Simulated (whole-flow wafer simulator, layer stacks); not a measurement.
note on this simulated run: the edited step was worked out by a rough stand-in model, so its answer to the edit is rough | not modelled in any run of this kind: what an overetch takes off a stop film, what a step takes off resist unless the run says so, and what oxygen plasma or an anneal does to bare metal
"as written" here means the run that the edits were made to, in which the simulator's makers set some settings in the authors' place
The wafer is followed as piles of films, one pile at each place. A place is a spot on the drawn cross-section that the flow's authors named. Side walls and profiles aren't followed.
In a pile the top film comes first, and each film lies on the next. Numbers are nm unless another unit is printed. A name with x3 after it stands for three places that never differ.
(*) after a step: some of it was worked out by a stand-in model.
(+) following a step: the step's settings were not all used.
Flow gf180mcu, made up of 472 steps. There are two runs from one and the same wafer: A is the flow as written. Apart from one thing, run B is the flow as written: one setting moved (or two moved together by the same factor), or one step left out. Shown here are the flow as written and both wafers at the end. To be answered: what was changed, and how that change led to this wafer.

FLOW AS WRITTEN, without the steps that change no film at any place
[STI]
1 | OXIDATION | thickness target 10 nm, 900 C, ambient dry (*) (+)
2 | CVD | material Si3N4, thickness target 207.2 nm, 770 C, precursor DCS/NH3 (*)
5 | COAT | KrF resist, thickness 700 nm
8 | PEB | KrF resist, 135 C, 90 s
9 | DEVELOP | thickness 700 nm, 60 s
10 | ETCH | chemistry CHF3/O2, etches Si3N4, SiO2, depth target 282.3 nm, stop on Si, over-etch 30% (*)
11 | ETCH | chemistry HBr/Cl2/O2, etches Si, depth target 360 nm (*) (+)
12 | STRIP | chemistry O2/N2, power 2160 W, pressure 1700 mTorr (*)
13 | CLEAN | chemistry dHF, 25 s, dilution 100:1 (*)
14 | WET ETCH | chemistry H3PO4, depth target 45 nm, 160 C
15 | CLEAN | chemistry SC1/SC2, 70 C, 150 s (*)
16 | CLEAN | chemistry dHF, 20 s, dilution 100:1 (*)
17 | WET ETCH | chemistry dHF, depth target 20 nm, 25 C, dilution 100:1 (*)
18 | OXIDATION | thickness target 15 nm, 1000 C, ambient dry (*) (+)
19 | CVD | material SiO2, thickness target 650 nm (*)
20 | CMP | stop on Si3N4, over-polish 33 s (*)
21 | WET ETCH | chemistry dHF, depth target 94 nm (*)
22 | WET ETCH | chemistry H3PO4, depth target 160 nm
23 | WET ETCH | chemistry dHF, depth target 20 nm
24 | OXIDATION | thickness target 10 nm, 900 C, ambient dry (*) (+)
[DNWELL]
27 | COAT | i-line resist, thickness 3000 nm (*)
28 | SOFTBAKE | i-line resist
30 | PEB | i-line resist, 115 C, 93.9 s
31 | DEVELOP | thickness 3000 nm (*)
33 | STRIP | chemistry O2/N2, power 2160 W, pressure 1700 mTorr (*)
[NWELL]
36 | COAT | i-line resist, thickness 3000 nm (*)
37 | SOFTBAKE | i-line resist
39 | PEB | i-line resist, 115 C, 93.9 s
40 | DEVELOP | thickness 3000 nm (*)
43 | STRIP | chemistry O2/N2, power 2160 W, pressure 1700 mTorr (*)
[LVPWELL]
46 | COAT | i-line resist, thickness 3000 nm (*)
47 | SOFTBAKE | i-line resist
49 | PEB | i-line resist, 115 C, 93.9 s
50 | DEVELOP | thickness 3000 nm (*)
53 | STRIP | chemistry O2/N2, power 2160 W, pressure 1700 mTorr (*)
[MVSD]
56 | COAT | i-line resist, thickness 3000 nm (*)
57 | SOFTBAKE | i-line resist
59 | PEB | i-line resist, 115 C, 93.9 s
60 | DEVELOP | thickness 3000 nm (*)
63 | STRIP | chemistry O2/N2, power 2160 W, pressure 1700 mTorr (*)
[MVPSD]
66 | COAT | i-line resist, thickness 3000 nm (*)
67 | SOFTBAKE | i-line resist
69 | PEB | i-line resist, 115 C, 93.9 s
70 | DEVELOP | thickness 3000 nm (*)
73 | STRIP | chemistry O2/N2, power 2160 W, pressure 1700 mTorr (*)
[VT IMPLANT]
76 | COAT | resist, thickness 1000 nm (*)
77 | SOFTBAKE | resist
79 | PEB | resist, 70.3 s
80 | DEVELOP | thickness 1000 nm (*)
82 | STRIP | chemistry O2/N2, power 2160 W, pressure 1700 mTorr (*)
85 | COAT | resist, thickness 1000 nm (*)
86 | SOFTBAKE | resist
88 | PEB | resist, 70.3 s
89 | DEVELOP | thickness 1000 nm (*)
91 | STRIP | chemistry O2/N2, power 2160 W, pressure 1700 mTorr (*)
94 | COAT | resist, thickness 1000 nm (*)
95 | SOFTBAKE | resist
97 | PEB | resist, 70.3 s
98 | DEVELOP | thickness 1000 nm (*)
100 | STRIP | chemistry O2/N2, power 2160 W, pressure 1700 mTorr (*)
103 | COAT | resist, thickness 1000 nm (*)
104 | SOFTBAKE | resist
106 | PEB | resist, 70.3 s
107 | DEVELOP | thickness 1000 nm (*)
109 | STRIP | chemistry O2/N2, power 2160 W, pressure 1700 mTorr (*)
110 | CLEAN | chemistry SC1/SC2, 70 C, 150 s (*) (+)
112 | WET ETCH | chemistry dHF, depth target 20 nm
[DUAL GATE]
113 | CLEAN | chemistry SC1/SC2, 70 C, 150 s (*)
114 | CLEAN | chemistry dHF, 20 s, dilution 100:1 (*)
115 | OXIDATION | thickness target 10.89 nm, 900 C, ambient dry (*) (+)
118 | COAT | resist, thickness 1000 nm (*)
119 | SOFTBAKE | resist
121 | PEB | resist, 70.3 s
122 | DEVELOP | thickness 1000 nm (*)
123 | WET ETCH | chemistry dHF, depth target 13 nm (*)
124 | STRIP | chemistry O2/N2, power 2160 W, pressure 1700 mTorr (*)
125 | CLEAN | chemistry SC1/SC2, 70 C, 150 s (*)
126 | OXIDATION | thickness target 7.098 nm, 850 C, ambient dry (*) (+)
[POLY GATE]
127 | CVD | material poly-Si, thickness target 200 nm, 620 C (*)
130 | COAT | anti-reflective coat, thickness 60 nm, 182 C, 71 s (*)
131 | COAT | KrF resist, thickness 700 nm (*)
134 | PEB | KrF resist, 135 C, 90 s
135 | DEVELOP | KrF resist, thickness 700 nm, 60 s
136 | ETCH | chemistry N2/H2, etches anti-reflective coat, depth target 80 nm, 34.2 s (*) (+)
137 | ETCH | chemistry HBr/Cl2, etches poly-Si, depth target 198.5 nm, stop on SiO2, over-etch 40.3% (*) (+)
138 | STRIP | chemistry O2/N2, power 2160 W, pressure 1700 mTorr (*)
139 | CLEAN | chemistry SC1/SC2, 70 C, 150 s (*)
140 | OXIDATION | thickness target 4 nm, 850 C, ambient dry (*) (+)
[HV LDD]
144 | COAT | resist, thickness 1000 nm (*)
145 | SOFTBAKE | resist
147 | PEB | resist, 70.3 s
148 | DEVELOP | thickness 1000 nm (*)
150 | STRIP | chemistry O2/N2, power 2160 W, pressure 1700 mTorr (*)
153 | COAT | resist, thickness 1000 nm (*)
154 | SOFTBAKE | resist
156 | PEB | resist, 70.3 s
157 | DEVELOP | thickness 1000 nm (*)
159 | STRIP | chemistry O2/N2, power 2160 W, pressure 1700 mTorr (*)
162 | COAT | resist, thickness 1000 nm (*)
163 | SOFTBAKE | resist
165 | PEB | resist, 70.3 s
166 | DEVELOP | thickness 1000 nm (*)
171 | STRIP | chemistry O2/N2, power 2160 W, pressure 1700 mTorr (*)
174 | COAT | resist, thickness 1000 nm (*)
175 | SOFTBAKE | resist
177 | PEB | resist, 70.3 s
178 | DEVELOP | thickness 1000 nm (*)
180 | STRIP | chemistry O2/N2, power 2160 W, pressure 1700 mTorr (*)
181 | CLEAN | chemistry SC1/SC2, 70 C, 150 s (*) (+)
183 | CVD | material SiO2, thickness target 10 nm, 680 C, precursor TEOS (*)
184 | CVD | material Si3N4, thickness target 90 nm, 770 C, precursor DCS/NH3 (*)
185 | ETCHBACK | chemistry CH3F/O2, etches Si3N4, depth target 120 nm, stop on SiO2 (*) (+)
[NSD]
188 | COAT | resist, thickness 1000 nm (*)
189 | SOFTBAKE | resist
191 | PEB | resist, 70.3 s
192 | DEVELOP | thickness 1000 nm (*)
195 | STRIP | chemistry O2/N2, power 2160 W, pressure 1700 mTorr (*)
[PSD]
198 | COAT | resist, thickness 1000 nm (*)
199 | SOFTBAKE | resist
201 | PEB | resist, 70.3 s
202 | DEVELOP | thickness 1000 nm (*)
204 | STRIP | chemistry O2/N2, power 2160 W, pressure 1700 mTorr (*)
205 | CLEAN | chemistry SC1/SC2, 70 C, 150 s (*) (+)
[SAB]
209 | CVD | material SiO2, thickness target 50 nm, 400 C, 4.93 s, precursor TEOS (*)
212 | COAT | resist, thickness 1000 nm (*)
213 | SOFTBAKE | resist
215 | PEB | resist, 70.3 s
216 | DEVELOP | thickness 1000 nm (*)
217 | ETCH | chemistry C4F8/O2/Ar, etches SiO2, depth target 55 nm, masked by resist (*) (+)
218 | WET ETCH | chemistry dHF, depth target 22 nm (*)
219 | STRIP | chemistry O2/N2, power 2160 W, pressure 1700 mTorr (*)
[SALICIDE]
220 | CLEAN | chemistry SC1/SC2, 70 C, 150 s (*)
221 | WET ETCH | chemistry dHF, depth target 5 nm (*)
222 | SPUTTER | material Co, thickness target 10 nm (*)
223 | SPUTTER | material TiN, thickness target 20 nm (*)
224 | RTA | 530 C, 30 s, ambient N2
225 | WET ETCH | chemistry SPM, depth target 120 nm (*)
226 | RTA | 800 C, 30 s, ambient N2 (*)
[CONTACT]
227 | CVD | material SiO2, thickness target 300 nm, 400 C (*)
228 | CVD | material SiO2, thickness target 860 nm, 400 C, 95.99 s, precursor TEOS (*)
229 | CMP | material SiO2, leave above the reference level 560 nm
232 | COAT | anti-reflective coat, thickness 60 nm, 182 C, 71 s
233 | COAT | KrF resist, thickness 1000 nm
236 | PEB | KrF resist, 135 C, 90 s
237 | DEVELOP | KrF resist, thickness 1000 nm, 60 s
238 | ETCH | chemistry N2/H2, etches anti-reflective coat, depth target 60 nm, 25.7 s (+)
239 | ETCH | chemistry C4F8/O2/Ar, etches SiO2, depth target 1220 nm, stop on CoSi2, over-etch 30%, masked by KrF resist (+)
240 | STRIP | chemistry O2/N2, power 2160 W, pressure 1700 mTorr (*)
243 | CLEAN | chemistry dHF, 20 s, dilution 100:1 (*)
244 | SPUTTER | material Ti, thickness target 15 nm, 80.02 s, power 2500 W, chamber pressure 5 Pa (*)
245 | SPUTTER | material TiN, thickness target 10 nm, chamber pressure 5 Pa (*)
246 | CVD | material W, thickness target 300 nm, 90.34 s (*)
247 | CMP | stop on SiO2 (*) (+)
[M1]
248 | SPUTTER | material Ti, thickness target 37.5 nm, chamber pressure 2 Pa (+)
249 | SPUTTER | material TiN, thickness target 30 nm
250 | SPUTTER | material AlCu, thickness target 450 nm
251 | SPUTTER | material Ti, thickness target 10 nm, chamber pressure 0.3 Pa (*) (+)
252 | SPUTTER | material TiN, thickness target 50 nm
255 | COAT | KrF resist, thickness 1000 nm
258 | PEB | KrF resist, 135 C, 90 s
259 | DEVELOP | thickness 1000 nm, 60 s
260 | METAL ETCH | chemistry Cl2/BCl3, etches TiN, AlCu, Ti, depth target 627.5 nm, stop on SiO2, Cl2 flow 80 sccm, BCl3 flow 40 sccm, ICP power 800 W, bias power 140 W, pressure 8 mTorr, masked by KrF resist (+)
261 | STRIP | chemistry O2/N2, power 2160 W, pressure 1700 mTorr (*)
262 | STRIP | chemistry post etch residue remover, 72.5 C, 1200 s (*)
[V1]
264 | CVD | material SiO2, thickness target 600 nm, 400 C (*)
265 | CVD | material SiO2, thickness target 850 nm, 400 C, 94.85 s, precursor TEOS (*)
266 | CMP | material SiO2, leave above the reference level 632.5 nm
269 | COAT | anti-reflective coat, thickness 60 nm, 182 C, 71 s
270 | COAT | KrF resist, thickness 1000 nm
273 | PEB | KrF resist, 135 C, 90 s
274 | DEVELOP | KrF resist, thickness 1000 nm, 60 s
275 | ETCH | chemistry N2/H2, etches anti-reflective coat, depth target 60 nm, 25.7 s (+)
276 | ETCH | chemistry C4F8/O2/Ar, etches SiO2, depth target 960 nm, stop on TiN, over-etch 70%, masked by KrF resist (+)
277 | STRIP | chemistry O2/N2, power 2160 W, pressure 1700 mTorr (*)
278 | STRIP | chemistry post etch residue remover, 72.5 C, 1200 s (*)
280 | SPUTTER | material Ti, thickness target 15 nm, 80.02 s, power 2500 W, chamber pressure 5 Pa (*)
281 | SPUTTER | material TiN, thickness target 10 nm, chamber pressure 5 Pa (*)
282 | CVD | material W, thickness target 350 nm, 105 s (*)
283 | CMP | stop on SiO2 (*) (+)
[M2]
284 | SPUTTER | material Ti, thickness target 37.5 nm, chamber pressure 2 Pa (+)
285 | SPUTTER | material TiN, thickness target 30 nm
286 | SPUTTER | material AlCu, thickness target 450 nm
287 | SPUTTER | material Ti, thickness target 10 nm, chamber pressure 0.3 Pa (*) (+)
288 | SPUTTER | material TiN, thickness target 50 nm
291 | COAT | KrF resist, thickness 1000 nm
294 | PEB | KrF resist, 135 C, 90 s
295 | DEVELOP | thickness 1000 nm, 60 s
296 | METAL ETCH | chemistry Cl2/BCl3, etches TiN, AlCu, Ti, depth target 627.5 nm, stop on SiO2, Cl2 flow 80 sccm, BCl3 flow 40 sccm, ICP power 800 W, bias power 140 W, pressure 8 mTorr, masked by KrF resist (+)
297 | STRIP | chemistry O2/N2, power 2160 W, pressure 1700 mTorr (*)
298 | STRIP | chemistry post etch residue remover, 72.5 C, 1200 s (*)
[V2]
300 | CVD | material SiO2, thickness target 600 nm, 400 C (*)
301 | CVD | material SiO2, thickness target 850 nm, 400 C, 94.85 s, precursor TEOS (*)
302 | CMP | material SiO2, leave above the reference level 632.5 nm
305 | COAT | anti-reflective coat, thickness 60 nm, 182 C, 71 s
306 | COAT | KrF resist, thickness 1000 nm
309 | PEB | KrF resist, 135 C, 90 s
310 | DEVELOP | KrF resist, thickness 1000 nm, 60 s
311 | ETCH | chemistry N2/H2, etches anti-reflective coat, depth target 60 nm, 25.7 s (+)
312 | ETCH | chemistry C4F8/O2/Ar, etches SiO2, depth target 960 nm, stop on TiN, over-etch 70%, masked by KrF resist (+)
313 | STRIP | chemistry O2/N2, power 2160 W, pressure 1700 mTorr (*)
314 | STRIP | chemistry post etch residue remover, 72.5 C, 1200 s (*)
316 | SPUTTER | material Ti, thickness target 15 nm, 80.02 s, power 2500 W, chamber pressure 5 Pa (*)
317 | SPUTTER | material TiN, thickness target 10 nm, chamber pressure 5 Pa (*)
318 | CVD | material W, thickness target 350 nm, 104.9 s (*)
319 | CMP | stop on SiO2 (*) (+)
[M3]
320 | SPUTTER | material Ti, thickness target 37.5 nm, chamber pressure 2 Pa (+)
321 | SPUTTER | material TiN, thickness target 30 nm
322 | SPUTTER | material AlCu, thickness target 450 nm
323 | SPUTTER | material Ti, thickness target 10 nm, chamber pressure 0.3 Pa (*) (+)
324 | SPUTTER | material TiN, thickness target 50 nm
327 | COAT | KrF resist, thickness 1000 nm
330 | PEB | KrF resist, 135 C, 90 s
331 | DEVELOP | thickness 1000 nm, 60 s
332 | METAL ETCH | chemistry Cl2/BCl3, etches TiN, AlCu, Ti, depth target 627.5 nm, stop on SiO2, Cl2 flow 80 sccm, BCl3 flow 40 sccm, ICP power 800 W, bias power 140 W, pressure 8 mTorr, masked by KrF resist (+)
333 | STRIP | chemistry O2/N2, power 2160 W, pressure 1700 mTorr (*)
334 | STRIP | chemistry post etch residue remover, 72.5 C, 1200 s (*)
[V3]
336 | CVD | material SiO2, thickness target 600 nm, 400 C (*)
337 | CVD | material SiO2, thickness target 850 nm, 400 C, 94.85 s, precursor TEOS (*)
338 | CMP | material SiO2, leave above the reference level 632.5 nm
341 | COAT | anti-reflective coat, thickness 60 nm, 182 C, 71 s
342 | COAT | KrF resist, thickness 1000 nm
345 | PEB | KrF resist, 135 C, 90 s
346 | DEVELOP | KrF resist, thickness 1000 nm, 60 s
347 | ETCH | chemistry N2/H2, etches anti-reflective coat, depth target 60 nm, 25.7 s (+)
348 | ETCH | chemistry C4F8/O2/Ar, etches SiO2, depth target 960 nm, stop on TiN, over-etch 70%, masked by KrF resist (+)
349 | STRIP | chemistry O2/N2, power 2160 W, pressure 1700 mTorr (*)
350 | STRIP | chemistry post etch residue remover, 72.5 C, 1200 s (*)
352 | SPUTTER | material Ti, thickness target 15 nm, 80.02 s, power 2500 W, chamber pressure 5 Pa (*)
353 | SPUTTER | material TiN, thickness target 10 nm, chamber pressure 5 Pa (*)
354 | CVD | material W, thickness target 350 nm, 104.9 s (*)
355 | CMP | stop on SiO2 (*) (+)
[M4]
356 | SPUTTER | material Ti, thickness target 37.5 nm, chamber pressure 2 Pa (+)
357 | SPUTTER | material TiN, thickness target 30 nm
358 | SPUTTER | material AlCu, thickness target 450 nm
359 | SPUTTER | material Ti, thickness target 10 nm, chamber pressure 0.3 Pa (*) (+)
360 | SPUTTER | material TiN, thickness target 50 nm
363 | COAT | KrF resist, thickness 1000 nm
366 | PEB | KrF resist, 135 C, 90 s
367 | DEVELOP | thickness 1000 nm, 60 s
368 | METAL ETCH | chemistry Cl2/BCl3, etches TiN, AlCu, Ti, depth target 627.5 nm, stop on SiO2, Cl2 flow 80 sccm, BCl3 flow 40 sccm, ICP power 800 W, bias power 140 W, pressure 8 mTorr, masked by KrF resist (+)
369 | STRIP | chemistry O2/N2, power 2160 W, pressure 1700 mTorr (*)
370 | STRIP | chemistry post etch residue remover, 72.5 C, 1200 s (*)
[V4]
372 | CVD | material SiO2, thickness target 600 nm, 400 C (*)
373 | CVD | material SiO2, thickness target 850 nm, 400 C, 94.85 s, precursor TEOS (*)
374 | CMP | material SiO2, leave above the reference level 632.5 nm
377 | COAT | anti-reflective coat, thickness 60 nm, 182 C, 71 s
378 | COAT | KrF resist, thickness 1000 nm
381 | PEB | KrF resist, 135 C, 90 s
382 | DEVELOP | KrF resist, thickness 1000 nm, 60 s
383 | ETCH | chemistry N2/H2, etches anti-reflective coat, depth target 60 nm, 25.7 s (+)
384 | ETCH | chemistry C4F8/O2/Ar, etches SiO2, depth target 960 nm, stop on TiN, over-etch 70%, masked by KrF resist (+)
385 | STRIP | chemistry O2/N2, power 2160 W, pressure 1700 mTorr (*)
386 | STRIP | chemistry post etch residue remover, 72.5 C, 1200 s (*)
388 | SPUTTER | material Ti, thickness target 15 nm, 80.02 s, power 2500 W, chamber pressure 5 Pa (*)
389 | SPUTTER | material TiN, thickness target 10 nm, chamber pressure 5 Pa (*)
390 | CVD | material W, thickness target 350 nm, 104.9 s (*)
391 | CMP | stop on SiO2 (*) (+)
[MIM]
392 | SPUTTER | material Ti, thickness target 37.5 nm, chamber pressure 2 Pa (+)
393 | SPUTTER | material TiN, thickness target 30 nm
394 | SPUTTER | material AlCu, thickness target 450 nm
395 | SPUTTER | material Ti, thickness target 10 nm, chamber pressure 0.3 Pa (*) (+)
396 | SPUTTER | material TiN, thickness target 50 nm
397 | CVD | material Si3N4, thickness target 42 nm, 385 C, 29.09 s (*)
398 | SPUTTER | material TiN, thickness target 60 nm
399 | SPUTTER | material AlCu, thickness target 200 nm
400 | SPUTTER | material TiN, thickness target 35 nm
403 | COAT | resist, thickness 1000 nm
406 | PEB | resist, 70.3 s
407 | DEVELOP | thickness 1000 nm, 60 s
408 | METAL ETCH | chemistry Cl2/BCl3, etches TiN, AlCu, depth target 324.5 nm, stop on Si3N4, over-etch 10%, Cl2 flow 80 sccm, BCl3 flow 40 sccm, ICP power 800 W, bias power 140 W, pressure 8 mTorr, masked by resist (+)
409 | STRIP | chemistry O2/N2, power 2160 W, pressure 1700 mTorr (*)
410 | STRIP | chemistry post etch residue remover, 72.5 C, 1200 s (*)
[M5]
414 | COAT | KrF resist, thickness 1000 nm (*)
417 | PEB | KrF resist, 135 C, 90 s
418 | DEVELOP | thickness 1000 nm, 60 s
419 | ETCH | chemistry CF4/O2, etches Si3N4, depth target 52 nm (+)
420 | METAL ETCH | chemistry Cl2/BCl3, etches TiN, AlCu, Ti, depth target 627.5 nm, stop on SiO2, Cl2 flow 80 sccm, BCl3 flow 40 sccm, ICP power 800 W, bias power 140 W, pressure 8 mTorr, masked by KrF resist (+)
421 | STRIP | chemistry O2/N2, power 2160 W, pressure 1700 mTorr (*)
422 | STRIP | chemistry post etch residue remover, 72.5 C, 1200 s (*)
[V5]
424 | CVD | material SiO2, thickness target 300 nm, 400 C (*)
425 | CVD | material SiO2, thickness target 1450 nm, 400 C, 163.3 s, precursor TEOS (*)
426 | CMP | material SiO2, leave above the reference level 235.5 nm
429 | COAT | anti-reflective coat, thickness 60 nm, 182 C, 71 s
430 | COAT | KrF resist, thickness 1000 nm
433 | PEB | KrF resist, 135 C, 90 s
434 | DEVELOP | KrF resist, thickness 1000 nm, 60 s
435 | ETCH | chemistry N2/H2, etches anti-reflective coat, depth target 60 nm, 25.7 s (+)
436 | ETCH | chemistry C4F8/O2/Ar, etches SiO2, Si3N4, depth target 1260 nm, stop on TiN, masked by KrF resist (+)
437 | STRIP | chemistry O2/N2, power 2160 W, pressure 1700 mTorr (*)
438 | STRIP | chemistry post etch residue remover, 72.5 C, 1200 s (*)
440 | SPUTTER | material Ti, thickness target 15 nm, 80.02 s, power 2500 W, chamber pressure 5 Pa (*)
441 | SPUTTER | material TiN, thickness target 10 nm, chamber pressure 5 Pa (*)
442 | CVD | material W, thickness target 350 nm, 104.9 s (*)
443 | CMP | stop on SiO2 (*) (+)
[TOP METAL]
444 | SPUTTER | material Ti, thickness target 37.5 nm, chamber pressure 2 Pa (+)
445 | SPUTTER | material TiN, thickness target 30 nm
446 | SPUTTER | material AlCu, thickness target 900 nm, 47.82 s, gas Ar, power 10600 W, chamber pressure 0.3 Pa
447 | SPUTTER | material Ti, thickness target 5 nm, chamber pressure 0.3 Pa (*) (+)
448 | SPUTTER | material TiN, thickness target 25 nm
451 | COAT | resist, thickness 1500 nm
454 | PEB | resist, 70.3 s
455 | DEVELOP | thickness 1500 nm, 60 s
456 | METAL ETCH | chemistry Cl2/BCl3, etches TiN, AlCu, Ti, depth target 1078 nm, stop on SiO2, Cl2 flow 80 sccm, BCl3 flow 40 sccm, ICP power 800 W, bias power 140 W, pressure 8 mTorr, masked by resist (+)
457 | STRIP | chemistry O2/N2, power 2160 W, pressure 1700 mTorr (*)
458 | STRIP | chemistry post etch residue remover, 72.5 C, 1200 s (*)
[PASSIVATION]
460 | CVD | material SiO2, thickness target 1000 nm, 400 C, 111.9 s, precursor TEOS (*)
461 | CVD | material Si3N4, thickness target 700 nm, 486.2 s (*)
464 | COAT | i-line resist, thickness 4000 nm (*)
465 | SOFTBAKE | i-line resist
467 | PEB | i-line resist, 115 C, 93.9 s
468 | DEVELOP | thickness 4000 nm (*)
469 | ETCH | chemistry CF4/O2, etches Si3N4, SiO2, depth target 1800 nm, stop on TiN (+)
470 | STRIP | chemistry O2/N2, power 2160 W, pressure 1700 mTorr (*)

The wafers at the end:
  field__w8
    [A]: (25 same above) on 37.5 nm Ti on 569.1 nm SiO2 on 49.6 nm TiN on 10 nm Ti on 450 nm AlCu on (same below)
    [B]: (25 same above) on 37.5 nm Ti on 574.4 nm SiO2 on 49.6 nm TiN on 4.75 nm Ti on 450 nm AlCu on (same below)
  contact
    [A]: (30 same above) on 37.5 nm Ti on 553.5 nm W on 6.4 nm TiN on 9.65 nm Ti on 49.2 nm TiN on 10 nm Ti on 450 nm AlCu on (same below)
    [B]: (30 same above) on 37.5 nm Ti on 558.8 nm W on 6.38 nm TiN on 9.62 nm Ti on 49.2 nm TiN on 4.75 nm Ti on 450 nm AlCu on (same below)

What caused this: step 287, SPUTTER: thickness target 4.75 nm was run, though the flow has thickness target 10 nm.
One can read it off the wafer: field__w8 has Ti 4.75, and step 287 as written asks for 10 nm.

How this came from the change, step by step:
  287 | SPUTTER | material Ti, thickness target 10 nm, chamber pressure 0.3 Pa (*) (+)
      field, field__w1, field__w2 and 108 more: A +10 Ti (new film) | B +4.75 Ti (new film)
  296 | METAL ETCH | chemistry Cl2/BCl3, etches TiN, AlCu, Ti, depth target 627.5 nm, stop on SiO2, Cl2 flow 80 sccm, BCl3 flow 40 sccm, ICP power 800 W, bias power 140 W, pressure 8 mTorr, masked by KrF resist (+)
      field, field__w1, field__w2 and 103 more: A -50 TiN (all of it), -10 Ti (all of it), -450 AlCu (all of it), -30 TiN (all of it), -37.5 Ti (all of it) | B -50 TiN (all of it), -4.75 Ti (all of it), -450 AlCu (all of it), -30 TiN (all of it), -37.5 Ti (all of it)
